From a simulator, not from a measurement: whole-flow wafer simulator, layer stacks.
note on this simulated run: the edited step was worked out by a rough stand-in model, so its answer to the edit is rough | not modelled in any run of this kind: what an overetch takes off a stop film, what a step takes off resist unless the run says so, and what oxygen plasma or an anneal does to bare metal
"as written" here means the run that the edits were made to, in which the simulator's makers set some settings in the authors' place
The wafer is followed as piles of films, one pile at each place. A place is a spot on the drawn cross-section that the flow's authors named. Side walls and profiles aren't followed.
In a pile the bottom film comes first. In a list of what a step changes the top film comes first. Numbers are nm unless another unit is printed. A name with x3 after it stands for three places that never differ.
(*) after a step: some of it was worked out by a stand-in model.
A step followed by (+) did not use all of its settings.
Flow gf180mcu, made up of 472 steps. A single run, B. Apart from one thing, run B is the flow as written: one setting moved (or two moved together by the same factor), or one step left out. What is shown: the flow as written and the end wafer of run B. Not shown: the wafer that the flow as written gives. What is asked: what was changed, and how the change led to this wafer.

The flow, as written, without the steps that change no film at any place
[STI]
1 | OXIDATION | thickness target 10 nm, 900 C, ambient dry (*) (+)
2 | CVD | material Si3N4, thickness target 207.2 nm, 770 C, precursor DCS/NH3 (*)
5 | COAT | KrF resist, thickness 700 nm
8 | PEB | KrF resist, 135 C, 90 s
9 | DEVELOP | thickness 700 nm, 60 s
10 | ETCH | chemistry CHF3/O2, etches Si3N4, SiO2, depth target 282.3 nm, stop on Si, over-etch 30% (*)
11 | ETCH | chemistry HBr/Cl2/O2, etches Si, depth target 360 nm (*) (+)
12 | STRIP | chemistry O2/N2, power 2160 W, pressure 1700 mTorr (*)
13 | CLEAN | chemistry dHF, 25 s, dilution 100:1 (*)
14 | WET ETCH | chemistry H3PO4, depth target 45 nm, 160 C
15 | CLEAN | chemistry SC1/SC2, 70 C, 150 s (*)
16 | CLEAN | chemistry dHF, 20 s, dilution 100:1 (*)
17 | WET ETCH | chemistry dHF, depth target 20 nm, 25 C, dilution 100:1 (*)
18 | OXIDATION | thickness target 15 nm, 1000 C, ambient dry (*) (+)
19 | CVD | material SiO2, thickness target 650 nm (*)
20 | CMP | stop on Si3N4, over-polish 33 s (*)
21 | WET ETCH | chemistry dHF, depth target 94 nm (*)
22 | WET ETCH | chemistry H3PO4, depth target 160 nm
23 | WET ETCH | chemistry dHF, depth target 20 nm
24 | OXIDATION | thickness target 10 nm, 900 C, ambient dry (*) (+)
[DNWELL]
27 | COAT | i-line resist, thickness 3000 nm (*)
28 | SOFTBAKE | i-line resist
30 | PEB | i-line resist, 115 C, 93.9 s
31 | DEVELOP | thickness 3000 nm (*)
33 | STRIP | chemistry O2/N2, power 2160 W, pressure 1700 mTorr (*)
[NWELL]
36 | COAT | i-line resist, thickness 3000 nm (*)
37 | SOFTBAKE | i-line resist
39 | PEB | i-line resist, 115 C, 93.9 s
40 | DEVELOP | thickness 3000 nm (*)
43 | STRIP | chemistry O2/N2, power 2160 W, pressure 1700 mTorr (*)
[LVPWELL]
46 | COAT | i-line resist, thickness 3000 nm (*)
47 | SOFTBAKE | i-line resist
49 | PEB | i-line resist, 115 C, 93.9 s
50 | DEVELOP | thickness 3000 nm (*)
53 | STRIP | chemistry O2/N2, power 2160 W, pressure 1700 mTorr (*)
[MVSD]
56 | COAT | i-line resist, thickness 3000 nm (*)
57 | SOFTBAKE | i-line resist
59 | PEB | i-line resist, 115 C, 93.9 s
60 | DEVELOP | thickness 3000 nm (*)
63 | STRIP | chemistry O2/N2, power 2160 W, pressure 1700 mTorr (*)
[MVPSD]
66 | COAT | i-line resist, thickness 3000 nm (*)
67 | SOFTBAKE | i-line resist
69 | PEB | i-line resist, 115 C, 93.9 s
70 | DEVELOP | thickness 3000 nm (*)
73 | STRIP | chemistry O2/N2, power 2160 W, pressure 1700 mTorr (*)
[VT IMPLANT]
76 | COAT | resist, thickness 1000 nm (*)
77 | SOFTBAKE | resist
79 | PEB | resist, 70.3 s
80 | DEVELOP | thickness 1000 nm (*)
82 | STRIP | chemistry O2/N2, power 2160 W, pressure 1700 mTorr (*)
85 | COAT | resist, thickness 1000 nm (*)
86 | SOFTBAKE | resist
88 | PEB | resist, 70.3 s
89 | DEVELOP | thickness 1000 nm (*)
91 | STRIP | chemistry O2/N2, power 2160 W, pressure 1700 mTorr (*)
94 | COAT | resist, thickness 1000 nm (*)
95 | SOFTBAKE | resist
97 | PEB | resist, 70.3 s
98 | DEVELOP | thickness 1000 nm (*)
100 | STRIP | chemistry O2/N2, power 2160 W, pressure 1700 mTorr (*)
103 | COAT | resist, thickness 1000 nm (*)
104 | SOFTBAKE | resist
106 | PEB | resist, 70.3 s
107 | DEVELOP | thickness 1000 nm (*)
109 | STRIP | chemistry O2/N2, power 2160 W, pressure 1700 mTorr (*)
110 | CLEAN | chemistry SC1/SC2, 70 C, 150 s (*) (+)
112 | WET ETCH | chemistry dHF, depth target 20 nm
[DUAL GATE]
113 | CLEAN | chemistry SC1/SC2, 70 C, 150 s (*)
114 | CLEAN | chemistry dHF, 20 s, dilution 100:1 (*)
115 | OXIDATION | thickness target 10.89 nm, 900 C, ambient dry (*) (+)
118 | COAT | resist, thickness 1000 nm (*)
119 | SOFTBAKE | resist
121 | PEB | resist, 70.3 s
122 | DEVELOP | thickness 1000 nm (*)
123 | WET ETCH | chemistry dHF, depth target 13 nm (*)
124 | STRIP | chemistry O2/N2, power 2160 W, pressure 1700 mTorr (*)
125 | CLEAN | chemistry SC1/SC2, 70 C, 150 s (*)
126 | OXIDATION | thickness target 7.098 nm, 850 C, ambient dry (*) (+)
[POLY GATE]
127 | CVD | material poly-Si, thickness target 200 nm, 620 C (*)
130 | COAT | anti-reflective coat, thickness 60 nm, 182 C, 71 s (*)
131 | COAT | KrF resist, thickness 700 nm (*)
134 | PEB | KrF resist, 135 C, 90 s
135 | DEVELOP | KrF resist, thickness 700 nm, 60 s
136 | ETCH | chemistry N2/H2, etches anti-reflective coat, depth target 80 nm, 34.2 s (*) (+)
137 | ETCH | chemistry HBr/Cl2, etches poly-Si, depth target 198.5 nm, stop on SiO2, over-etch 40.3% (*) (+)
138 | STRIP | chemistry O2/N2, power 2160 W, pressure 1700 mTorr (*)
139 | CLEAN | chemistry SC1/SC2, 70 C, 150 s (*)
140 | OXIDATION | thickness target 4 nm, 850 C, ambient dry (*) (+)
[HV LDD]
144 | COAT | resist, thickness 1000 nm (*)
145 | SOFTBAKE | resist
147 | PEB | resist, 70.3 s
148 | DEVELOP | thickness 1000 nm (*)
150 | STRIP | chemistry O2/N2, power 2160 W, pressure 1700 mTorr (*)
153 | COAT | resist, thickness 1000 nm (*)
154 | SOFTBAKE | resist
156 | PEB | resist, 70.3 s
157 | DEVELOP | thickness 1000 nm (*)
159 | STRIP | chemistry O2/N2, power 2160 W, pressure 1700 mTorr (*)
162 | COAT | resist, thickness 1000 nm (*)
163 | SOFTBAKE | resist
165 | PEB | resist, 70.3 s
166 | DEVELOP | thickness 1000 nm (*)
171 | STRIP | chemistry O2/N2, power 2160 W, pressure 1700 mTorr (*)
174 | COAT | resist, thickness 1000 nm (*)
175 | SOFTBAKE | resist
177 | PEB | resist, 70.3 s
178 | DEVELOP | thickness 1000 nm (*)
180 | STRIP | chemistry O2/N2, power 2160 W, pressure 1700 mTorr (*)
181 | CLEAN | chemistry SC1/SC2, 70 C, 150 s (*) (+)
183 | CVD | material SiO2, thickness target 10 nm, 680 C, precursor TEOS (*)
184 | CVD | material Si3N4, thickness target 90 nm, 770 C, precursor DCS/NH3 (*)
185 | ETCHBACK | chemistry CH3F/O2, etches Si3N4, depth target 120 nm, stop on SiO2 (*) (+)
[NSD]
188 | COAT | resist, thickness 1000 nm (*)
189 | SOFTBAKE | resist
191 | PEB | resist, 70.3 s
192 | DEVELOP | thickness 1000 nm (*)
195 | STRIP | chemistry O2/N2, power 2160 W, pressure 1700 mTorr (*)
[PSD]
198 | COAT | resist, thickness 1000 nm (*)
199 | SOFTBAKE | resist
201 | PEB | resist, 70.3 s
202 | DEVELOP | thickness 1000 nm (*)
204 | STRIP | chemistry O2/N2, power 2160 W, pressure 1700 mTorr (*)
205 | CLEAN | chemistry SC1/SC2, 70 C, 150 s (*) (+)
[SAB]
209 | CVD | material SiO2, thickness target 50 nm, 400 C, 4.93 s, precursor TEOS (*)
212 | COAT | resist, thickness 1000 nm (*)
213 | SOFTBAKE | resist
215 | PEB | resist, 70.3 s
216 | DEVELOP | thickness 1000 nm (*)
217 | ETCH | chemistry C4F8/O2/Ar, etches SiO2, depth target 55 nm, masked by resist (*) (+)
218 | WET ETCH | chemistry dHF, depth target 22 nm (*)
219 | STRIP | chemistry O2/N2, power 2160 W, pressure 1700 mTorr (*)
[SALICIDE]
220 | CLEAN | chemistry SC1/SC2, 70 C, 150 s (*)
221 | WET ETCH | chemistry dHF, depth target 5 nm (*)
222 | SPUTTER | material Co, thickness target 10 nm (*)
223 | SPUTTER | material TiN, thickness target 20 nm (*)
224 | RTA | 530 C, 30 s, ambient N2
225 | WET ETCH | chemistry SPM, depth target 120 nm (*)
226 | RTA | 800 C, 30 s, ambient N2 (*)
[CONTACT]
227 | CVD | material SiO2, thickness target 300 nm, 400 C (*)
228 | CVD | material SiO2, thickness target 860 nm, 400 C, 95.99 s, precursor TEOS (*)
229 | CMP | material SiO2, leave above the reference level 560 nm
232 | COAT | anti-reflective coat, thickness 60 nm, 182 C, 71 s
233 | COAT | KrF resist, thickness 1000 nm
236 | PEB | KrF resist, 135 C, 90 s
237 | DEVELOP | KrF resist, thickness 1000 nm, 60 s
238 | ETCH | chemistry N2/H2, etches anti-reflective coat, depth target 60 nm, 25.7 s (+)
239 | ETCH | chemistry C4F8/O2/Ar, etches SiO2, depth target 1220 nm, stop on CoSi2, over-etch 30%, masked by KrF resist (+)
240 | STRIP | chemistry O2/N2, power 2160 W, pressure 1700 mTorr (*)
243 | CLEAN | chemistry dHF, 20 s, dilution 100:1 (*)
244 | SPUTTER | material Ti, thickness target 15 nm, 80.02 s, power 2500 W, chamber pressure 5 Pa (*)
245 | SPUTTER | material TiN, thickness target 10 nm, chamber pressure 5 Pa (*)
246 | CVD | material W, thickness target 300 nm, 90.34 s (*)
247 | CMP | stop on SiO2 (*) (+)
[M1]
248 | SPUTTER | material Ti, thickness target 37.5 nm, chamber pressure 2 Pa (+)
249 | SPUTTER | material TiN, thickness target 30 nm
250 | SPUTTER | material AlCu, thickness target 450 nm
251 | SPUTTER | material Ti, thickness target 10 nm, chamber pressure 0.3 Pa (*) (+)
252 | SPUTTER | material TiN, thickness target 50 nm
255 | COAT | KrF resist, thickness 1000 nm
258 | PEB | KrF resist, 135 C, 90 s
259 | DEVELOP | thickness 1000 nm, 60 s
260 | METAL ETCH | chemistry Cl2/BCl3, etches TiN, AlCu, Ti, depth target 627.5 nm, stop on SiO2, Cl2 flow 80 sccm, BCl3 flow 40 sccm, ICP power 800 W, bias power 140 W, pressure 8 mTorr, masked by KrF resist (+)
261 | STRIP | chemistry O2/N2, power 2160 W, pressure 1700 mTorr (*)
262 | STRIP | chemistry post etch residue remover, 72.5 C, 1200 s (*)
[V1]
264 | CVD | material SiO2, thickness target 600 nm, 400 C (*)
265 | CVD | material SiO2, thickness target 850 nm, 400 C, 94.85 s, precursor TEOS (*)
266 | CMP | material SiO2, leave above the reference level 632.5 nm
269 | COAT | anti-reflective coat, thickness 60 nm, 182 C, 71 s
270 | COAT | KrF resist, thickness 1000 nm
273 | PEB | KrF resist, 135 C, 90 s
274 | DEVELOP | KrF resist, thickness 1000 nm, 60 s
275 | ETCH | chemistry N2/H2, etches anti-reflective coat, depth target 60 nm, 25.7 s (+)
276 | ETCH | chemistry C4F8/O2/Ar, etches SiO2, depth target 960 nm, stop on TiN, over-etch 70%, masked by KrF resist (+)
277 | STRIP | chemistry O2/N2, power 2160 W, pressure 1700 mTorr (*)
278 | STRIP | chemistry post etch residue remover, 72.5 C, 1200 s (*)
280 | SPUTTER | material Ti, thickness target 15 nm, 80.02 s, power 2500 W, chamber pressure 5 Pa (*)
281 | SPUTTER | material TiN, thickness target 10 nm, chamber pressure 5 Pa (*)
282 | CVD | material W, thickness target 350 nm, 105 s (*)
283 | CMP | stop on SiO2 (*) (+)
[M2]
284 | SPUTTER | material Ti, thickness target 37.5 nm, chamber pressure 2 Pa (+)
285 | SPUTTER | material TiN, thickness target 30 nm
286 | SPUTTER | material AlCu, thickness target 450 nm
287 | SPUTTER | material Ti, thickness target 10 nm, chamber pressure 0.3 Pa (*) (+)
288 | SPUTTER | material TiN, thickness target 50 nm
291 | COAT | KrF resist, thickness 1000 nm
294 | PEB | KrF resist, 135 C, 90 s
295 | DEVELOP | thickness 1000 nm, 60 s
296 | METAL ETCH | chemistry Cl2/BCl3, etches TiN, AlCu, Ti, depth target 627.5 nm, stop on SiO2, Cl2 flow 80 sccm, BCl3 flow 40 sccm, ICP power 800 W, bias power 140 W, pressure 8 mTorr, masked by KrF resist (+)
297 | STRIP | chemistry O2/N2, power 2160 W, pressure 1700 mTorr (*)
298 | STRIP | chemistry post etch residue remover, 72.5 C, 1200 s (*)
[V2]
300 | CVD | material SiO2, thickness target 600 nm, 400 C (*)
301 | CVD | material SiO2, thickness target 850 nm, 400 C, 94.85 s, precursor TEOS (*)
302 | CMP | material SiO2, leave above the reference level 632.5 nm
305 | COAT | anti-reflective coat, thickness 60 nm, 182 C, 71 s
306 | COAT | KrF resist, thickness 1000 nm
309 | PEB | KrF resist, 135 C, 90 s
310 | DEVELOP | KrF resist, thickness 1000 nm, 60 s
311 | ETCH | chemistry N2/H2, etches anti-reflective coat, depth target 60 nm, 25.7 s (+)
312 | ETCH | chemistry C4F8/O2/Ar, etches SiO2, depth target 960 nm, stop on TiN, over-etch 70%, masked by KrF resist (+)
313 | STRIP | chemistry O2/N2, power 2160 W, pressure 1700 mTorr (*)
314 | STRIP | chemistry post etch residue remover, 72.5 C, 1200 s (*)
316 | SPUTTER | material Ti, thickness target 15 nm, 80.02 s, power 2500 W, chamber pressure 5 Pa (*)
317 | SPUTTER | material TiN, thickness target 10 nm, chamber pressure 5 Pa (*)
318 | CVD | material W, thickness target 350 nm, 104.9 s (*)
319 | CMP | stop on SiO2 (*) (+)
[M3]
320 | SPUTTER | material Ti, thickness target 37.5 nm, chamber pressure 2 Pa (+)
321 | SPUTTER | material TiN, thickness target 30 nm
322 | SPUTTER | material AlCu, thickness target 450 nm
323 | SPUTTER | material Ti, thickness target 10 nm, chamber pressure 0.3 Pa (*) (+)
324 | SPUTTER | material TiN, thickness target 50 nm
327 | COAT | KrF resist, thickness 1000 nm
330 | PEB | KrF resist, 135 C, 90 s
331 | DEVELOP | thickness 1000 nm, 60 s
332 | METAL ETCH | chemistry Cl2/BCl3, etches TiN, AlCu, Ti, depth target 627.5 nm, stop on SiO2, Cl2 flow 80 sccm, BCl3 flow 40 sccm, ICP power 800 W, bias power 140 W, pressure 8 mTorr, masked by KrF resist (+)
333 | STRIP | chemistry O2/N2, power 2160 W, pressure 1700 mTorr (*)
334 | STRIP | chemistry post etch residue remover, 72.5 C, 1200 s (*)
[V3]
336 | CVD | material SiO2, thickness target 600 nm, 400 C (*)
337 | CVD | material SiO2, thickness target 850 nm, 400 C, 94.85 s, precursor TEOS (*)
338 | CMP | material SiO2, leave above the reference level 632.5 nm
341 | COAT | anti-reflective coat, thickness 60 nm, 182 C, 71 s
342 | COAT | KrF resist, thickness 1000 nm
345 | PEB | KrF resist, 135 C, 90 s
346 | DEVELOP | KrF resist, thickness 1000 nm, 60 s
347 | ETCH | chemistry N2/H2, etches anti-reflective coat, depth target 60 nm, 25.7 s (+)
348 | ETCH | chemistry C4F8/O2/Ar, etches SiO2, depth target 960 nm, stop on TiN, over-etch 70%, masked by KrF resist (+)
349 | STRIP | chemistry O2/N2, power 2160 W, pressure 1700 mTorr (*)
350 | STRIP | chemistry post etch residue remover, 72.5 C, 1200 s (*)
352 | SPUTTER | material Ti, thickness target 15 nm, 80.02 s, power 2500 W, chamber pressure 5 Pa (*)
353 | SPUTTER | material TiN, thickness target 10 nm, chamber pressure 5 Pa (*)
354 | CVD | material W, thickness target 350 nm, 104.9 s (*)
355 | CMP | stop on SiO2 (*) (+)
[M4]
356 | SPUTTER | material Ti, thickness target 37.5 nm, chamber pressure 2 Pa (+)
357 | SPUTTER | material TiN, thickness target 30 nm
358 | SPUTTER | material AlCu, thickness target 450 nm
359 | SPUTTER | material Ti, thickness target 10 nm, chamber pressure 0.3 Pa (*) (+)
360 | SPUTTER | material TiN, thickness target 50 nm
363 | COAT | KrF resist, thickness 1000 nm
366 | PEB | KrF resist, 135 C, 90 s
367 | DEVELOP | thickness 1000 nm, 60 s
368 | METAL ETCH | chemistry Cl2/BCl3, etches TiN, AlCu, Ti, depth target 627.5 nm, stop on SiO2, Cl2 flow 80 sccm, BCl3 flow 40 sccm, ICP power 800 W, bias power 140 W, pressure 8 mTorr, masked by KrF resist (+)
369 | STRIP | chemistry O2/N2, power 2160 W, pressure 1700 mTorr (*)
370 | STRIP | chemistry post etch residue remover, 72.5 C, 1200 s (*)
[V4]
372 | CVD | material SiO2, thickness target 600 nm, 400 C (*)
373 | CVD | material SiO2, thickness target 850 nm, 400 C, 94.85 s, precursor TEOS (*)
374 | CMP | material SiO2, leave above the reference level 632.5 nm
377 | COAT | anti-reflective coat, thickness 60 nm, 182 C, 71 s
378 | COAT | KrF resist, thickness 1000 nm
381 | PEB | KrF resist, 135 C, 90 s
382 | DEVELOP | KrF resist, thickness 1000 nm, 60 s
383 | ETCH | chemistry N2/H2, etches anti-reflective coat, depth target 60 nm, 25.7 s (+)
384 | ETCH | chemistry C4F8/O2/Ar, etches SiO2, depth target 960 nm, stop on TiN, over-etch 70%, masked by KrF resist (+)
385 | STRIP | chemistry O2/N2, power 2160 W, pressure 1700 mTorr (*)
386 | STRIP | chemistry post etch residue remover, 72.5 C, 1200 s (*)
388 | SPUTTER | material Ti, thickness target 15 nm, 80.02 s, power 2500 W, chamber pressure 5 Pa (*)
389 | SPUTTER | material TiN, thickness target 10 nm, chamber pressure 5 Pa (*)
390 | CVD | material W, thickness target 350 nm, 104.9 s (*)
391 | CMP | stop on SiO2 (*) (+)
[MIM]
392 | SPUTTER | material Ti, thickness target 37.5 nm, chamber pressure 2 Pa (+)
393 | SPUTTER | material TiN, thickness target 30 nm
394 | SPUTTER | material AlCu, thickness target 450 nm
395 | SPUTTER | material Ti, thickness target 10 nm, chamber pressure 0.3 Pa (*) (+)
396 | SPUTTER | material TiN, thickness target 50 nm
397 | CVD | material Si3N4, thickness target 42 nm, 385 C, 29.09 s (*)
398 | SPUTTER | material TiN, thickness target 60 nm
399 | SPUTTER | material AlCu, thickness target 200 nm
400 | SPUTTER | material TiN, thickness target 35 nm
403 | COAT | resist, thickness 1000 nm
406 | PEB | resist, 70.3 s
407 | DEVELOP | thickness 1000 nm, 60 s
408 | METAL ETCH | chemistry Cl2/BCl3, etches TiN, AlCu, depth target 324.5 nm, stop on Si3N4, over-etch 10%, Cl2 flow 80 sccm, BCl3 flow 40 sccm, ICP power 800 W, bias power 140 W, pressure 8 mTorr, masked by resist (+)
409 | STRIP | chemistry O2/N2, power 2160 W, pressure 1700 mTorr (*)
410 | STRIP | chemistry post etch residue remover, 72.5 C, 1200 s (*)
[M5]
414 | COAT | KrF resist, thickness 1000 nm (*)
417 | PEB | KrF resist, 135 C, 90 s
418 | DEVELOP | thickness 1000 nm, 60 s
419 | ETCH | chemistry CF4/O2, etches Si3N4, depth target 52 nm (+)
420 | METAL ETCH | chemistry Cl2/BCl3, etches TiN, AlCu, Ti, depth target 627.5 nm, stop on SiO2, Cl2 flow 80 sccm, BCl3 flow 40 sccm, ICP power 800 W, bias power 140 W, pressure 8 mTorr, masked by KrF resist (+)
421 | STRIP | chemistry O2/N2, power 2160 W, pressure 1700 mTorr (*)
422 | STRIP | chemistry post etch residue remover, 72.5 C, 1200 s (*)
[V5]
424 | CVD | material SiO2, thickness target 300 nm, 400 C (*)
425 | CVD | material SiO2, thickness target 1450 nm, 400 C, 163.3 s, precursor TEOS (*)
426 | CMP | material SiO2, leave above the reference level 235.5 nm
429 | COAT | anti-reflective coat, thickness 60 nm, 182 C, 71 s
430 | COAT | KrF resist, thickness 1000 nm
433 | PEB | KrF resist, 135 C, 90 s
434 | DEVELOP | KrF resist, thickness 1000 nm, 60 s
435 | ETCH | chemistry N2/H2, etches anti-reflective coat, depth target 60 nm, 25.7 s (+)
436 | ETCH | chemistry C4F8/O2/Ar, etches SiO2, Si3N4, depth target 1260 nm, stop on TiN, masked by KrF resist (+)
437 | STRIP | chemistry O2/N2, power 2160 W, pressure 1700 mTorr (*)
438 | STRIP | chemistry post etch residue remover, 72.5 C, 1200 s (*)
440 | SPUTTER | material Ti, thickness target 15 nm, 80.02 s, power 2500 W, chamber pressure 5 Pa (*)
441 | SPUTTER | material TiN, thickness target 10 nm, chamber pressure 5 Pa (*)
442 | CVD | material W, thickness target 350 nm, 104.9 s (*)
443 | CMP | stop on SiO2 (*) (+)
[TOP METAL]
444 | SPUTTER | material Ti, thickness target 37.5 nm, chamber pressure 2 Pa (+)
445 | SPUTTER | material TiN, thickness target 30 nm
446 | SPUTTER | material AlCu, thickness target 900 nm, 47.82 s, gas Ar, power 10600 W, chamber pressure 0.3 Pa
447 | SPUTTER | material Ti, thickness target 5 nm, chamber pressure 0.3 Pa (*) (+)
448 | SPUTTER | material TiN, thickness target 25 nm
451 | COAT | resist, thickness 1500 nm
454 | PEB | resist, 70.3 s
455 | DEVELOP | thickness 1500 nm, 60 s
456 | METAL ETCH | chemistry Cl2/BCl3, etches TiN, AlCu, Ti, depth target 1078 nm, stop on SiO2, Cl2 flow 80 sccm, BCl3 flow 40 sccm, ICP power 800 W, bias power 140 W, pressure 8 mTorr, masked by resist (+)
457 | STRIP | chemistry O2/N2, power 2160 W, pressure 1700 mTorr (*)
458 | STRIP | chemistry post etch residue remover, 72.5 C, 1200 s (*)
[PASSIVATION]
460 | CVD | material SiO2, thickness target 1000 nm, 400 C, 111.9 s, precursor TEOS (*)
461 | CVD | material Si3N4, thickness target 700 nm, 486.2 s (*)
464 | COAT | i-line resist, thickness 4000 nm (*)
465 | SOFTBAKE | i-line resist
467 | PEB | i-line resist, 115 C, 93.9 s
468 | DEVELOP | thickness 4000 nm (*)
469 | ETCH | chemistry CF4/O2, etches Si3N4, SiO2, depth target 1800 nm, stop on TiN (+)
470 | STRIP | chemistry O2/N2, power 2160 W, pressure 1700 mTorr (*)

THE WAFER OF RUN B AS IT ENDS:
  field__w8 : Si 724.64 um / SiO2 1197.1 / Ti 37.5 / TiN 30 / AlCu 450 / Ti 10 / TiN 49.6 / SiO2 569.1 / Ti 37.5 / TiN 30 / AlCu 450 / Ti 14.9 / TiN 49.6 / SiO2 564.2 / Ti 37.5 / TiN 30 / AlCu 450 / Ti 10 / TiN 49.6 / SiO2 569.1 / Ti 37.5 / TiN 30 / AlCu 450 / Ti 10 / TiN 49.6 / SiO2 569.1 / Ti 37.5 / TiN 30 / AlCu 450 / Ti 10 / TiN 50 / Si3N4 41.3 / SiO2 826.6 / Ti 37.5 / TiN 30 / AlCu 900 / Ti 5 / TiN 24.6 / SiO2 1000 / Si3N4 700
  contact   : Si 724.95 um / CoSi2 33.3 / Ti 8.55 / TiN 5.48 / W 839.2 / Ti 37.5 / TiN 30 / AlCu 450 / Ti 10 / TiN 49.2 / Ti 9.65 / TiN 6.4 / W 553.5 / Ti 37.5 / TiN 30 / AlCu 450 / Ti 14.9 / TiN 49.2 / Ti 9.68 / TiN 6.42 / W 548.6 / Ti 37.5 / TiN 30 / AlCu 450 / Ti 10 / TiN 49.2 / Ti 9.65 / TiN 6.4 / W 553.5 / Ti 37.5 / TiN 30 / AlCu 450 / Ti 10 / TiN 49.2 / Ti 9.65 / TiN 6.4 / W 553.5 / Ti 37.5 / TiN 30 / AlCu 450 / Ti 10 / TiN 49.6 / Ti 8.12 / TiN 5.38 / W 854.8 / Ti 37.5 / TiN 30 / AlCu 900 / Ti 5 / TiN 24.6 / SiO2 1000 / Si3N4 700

The reason: step 287, SPUTTER: thickness target 14.9 nm was run, though the flow has thickness target 10 nm.
The wafer lets one read it off: field__w8 has Ti 14.9, and step 287 as written asks for 10 nm.

Step by step, how the change led to this:
  287 | SPUTTER | material Ti, thickness target 10 nm, chamber pressure 0.3 Pa (*) (+)
      field, field__w1, field__w2 and 108 more: +14.9 Ti (new film) (as written it would have been: +10 Ti (new film))
  296 | METAL ETCH | chemistry Cl2/BCl3, etches TiN, AlCu, Ti, depth target 627.5 nm, stop on SiO2, Cl2 flow 80 sccm, BCl3 flow 40 sccm, ICP power 800 W, bias power 140 W, pressure 8 mTorr, masked by KrF resist (+)
      field, field__w1, field__w2 and 103 more: -50 TiN (all of it), -14.9 Ti (all of it), -450 AlCu (all of it), -30 TiN (all of it), -37.5 Ti (all of it) (as written it would have been: -50 TiN (all of it), -10 Ti (all of it), -450 AlCu (all of it), -30 TiN (all of it), -37.5 Ti (all of it))
